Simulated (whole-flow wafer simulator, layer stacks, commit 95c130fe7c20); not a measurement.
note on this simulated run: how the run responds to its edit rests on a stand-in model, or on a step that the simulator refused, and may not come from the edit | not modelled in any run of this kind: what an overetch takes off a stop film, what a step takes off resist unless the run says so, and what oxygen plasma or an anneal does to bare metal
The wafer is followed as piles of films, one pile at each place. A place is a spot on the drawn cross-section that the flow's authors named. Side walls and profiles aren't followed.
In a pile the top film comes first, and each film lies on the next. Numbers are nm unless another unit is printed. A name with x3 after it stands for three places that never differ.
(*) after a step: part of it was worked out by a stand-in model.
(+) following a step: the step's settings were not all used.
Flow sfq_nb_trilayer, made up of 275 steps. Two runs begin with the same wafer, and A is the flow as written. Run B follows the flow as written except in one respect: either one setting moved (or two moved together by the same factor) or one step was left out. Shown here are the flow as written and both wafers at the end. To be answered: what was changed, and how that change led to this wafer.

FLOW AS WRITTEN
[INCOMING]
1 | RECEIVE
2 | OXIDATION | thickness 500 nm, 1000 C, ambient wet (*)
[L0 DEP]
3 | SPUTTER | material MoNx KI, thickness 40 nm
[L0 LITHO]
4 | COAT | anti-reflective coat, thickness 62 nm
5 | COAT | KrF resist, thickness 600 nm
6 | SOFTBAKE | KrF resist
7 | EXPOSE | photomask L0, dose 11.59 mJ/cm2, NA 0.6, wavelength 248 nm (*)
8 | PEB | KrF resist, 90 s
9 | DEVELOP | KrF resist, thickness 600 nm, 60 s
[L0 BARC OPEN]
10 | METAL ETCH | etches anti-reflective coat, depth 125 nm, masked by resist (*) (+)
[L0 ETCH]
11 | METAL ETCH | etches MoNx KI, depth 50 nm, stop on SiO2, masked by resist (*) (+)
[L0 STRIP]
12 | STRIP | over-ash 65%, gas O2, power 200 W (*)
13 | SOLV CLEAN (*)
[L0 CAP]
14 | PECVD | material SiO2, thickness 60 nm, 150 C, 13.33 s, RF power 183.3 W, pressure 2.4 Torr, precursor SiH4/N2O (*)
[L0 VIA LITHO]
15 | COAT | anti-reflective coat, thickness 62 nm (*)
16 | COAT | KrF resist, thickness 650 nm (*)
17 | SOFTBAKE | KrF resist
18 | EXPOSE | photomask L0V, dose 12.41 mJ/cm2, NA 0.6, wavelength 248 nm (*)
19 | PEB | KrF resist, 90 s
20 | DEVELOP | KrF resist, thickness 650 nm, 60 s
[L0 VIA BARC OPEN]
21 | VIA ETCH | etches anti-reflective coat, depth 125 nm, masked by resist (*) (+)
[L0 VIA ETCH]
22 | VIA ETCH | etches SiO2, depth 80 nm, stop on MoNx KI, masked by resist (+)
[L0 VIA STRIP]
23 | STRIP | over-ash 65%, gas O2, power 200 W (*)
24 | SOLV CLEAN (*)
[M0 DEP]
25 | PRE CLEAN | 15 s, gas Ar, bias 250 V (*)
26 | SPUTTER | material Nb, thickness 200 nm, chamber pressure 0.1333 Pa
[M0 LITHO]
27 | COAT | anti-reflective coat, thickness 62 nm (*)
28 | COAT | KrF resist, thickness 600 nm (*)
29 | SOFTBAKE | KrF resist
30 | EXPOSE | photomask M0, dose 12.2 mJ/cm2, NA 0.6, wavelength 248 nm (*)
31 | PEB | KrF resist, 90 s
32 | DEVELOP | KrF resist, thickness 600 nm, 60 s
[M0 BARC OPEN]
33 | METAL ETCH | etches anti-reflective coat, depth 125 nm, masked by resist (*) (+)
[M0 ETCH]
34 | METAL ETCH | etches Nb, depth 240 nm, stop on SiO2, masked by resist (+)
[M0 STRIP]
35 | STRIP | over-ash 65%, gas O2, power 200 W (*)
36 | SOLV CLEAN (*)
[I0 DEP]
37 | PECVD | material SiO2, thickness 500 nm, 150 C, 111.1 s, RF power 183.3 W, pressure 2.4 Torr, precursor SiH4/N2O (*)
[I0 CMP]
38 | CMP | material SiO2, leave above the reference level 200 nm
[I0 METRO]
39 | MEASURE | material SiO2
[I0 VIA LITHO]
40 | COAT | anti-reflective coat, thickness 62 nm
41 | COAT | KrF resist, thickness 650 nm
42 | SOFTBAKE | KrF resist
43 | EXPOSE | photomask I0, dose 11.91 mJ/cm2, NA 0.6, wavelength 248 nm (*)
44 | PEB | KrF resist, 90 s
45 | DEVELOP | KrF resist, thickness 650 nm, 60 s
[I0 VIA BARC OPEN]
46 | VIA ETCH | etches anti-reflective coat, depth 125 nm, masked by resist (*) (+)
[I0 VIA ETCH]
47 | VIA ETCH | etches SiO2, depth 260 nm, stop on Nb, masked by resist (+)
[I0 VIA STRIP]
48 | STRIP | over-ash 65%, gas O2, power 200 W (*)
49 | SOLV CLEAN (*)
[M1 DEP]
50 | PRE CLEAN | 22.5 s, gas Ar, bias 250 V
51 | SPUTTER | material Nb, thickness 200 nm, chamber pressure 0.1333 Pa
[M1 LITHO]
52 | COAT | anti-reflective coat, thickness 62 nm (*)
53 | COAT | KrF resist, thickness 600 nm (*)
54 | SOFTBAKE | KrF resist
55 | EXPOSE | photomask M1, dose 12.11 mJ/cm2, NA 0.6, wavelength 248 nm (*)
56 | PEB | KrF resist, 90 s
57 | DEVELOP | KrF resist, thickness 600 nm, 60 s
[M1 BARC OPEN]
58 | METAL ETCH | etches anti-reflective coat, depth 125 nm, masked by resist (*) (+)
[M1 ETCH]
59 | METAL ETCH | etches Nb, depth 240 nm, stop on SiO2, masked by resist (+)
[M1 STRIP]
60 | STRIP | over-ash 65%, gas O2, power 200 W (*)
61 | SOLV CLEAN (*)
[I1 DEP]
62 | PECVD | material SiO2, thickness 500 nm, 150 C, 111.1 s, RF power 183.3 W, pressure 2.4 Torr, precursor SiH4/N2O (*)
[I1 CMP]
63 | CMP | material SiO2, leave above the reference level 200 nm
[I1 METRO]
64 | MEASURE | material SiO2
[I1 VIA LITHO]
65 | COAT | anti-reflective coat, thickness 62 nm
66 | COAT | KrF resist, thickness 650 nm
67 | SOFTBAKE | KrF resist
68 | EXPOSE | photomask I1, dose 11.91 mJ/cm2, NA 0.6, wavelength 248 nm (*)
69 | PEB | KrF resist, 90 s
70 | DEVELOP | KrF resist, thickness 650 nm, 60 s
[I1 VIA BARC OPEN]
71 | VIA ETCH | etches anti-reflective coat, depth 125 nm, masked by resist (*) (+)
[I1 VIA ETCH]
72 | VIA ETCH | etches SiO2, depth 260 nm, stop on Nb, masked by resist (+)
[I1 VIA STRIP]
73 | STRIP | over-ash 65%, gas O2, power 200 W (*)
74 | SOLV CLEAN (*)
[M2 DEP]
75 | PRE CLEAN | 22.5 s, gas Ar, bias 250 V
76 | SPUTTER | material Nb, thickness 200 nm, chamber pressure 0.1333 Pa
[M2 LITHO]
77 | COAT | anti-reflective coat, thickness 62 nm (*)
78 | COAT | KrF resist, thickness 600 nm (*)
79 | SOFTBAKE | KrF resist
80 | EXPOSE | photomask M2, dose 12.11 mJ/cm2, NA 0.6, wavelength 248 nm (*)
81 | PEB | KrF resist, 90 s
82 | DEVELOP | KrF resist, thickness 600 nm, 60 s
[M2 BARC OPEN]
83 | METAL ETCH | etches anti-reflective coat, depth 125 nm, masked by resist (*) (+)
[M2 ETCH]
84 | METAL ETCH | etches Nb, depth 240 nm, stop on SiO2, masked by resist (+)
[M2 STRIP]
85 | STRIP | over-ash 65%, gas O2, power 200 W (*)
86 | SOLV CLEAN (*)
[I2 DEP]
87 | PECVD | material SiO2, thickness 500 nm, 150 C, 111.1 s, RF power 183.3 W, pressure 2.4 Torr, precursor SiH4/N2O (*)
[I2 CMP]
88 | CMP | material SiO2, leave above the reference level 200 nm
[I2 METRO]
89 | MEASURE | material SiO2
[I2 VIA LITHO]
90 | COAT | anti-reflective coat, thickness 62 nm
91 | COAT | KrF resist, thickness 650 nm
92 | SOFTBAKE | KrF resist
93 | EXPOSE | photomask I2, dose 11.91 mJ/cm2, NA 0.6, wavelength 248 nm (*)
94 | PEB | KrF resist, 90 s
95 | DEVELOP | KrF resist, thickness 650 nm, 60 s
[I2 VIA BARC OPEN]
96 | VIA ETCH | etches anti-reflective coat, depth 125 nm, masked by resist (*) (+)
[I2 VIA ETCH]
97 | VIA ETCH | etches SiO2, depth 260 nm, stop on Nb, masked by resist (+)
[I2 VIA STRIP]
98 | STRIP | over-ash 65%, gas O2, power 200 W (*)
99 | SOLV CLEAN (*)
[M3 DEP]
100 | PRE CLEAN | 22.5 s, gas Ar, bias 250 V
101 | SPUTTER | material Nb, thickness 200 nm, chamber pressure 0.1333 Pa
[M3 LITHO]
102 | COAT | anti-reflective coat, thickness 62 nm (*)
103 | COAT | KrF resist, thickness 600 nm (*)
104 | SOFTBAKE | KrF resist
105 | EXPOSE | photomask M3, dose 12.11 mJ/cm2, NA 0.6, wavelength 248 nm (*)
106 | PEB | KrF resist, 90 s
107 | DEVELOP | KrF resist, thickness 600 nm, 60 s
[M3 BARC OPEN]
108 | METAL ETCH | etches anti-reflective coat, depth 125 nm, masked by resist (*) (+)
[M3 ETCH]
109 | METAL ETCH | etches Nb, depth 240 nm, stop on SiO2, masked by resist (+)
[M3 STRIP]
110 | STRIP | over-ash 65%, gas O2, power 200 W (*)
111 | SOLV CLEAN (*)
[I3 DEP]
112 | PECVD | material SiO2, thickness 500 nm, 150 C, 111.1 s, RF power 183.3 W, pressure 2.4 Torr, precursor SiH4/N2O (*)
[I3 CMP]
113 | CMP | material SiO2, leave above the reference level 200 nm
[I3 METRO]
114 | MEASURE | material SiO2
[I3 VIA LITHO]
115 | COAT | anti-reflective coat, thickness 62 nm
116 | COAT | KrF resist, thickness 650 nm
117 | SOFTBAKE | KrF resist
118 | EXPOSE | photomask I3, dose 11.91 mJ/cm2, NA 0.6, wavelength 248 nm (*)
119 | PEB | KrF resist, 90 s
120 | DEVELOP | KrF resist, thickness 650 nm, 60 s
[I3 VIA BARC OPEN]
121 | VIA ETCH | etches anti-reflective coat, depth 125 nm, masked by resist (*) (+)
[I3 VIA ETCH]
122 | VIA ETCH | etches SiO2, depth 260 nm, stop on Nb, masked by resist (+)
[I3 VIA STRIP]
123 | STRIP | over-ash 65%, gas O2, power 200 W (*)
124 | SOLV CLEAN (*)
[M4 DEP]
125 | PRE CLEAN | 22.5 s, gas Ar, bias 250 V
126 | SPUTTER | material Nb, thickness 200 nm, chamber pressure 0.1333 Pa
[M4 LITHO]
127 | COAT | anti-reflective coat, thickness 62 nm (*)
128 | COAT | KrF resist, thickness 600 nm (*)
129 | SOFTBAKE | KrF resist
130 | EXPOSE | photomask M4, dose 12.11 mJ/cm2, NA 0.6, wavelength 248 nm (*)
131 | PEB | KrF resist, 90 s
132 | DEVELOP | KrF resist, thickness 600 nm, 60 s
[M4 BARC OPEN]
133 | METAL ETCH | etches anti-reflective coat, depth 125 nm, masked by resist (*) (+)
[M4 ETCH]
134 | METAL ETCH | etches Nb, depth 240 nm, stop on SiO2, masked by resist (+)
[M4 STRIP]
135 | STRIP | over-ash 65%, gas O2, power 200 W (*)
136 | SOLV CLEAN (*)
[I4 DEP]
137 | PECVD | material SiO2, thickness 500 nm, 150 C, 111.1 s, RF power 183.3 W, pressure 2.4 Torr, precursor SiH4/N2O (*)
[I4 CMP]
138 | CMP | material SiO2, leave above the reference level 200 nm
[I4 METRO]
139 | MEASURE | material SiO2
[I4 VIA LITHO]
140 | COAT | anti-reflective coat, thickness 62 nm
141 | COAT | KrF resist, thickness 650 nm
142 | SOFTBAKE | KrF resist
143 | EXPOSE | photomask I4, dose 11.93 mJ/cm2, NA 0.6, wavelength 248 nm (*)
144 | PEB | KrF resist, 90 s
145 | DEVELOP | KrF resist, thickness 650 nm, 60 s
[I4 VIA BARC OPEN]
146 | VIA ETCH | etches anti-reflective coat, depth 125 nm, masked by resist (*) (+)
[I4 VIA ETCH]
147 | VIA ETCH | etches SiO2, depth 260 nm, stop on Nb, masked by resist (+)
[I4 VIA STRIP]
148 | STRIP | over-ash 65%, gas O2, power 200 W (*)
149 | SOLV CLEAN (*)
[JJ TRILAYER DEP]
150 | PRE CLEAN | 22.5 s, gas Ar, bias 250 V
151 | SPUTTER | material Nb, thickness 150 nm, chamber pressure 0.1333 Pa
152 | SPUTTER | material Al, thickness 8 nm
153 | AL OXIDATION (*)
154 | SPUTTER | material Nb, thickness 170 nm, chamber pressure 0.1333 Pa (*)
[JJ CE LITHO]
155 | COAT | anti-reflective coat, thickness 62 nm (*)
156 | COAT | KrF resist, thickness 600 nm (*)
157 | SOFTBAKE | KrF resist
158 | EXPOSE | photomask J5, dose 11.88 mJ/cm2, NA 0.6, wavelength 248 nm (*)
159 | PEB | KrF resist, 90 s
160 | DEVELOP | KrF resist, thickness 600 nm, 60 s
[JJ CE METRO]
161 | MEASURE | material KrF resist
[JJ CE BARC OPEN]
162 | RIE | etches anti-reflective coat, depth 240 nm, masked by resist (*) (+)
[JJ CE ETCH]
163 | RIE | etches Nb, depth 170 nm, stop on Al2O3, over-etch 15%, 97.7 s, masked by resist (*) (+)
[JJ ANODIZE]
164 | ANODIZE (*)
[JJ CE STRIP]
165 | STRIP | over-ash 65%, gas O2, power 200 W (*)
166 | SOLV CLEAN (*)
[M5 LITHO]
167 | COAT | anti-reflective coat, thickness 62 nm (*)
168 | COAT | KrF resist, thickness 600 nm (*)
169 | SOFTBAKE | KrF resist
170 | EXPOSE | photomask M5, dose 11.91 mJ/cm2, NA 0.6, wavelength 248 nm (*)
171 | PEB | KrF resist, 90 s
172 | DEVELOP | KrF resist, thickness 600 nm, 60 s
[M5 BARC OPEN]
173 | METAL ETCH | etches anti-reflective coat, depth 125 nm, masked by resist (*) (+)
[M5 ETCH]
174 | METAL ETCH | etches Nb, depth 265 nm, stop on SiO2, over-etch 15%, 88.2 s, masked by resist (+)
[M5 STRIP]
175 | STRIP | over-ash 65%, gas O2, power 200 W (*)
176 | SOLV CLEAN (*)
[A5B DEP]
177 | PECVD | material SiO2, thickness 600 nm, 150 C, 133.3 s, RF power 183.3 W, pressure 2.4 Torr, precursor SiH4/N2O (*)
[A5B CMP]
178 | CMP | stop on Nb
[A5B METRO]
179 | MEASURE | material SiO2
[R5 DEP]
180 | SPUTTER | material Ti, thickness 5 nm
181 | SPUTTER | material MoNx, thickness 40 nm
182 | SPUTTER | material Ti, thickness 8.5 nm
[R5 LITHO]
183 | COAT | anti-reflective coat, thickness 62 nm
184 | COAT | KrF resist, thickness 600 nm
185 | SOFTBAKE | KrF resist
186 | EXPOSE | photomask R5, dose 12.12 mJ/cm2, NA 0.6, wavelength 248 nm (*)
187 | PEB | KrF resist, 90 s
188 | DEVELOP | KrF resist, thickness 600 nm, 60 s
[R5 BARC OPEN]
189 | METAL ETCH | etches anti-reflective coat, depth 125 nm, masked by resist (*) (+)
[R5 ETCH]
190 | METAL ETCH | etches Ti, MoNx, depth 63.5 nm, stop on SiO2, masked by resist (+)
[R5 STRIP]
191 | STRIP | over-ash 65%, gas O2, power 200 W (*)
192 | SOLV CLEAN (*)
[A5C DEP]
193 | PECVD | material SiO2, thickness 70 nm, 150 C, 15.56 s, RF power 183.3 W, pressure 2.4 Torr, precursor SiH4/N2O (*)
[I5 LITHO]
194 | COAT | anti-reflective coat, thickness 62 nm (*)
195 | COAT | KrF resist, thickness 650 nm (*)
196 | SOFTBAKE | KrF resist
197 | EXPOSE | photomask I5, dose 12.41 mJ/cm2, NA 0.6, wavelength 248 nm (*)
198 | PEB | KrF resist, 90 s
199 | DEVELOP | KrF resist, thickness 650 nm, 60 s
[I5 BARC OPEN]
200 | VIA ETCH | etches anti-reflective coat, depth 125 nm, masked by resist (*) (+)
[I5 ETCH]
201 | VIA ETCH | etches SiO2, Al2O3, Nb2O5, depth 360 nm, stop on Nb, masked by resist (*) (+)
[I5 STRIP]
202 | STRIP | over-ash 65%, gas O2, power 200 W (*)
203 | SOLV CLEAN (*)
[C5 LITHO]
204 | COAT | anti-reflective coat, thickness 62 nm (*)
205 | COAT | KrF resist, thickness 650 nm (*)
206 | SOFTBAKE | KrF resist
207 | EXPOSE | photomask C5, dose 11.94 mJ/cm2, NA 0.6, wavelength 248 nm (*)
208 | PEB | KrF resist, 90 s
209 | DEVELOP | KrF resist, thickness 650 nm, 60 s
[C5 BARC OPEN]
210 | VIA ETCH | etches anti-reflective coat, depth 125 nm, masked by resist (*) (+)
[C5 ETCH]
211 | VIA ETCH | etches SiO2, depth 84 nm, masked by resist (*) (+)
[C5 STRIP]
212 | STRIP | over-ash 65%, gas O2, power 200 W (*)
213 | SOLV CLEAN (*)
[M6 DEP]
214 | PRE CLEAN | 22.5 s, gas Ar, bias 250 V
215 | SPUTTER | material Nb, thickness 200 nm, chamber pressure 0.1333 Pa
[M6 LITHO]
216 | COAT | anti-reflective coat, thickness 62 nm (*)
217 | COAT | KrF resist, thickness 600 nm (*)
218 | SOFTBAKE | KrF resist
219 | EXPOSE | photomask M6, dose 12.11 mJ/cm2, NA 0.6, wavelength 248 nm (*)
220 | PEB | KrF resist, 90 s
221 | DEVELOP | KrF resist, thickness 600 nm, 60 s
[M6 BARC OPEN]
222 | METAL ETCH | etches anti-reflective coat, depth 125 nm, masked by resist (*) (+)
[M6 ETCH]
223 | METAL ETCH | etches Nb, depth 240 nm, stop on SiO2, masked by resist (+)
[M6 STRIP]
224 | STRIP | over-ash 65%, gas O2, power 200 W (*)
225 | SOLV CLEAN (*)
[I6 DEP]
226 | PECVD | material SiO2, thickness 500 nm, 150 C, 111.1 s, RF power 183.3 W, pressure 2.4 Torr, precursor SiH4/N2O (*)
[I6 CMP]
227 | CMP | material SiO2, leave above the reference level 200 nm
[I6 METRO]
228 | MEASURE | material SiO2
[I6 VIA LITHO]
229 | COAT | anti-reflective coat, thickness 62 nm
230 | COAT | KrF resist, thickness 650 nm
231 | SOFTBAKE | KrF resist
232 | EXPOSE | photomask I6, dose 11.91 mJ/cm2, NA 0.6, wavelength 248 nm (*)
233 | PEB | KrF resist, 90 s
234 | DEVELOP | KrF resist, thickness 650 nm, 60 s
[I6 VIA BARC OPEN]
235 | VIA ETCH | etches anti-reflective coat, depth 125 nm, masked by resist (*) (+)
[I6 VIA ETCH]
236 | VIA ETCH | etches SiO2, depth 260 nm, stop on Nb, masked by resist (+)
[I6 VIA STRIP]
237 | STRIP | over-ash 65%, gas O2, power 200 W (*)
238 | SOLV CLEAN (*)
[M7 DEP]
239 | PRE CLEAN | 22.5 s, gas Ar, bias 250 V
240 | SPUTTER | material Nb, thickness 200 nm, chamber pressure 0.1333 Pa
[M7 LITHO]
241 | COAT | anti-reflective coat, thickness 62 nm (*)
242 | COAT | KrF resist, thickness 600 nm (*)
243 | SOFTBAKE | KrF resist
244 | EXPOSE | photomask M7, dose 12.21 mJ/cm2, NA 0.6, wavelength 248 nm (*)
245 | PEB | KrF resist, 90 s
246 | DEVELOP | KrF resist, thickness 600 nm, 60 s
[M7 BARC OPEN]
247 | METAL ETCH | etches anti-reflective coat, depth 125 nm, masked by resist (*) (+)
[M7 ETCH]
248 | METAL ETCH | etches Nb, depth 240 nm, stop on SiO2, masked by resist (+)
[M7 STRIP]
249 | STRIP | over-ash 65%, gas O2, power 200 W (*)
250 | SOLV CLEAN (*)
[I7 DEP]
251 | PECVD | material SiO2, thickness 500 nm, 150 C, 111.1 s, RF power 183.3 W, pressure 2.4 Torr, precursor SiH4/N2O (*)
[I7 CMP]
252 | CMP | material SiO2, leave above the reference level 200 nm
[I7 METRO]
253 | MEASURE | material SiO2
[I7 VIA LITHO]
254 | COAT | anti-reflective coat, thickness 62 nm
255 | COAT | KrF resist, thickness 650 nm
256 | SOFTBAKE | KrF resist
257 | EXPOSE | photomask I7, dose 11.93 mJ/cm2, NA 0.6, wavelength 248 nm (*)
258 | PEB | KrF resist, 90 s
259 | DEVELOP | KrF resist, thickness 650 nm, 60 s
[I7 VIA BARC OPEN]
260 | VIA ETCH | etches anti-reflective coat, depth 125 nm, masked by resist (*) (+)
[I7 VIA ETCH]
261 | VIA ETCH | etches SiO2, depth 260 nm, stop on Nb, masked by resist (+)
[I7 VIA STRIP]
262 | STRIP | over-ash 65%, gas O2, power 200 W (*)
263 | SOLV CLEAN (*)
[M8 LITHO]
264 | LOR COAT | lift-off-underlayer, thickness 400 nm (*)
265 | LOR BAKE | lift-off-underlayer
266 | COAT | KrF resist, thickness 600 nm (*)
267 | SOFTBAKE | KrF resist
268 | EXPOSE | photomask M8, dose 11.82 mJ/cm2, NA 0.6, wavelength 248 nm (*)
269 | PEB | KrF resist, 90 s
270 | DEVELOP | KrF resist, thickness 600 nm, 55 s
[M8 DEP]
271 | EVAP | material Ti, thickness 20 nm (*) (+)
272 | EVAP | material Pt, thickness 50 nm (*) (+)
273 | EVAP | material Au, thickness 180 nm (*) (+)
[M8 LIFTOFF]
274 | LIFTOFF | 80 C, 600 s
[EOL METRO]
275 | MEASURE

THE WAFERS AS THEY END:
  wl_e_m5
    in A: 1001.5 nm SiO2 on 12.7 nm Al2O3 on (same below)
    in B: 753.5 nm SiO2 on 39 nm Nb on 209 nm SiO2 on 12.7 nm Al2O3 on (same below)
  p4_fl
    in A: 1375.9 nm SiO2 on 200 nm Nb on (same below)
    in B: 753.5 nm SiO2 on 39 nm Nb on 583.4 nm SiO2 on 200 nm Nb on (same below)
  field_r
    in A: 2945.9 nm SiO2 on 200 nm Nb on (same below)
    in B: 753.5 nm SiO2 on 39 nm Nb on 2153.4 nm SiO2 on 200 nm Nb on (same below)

What caused this: step 223, METAL ETCH: depth 161 nm was run, though the flow has depth 240 nm.

Step by step, how the change led to this:
  223 | METAL ETCH | etches Nb, depth 240 nm, stop on SiO2, masked by resist (+)
      field_l, gap, moat and 76 more: A -200 Nb (all of it) | B -161 Nb
      v_sur, via_wl, via_w and 24 more: A -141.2 KrF resist | B -94.7 KrF resist
  224 | STRIP | over-ash 65%, gas O2, power 200 W (*)
      wl_j_sl, wl_j_sr: A -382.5 KrF resist (all of it), -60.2 anti-reflective coat (all of it) | B -429 KrF resist (all of it), -60.2 anti-reflective coat (all of it)
      wl_c_m6, wl_f_m6: A -382.3 KrF resist (all of it), -62 anti-reflective coat (all of it) | B -428.7 KrF resist (all of it), -62 anti-reflective coat (all of it)
      (as well as at 23 more places)
  226 | PECVD | material SiO2, thickness 500 nm, 150 C, 111.1 s, RF power 183.3 W, pressure 2.4 Torr, precursor SiH4/N2O (*)
      field_l, p4_fl, p4_fm and 62 more: A +500 SiO2 | B +500 SiO2 (new film)
      moat, field_r, lsp_l, ln_m5, lsp_m: A +493.6 SiO2 | B +494.9 SiO2 (new film)
      (as well as at 9 more places)
  227 | CMP | material SiO2, leave above the reference level 200 nm
      field_l, p4_fl, p4_fm and 59 more: A -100 SiO2 | B -139 SiO2
      moat, field_r, lsp_l, ln_m5, lsp_m: A -93.6 SiO2 | B -133.9 SiO2
      (as well as at 8 more places)
If metal films that touch count as one body, wl_e_m5 has 7 bodies (between them, from the top down: SiO2 209 / Al2O3 12.7 / Nb2O5 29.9; SiO2 192.5; SiO2 192.5; SiO2 192.5; SiO2 192.5; SiO2 192.5); the flow as written gives 6 bodies (between them, from the top down: SiO2 192.5; SiO2 192.5; SiO2 192.5; SiO2 192.5; SiO2 192.5).
If metal films that touch count as one body, p4_fl has 3 bodies (between them, from the top down: SiO2 583.4; SiO2 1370); the flow as written gives 2 bodies (between them, from the top down: SiO2 1370).
If metal films that touch count as one body, field_r has 2 bodies (between them, from the top down: SiO2 2153.4); the flow as written gives 1 body.
